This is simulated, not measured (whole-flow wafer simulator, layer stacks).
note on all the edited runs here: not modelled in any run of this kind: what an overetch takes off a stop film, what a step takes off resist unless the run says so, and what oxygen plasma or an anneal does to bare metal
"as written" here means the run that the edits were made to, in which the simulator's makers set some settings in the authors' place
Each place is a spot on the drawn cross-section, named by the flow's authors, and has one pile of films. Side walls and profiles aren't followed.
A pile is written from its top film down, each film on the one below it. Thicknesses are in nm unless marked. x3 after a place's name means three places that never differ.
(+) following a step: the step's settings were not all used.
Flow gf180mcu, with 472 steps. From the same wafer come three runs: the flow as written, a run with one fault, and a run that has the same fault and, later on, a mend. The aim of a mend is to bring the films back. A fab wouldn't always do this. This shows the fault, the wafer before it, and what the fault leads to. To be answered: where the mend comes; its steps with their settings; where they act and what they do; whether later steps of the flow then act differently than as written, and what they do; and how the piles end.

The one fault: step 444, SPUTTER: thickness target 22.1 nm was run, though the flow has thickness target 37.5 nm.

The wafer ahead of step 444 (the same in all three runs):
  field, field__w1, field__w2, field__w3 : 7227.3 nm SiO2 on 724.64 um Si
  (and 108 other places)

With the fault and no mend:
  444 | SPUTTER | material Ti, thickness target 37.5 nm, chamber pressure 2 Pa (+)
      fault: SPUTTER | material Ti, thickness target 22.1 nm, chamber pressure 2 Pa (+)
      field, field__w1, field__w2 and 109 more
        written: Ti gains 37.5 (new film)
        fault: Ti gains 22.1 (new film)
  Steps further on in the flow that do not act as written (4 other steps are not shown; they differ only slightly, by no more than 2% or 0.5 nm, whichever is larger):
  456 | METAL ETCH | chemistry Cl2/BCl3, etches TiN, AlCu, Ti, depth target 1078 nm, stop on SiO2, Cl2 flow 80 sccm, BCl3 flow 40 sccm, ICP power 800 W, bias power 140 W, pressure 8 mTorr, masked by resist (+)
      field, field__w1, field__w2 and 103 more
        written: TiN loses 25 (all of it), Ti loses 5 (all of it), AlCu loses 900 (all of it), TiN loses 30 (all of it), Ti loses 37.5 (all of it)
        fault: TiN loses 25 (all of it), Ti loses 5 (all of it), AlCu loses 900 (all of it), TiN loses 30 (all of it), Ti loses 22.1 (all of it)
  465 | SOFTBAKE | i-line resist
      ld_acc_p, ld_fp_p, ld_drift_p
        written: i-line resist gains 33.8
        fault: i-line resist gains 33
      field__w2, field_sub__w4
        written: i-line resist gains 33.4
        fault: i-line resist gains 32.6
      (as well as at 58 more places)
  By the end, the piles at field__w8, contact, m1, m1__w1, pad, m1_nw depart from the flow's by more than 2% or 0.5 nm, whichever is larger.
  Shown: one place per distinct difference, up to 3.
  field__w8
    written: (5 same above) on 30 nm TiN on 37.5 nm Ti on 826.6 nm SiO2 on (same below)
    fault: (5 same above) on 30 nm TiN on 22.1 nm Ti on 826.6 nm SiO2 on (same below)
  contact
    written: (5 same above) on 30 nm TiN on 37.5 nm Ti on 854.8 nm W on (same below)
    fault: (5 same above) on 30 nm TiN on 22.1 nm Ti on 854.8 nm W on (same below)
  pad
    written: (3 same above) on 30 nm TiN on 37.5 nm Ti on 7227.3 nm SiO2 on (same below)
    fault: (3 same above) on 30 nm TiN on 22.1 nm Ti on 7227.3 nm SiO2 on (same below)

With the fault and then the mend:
  The mend stands after step 444.
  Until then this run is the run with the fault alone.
  444a | SPUTTER | material Ti, thickness target 15.4 nm, chamber pressure 2 Pa (+) (the flow's step 444, run once more with other settings)
      field, field__w1, field__w2 and 109 more
        Ti gains 15.4
  Later steps of the flow that are run all act as written at every place that is followed.
  By the end, the piles equal the flow's at every place that both follow.
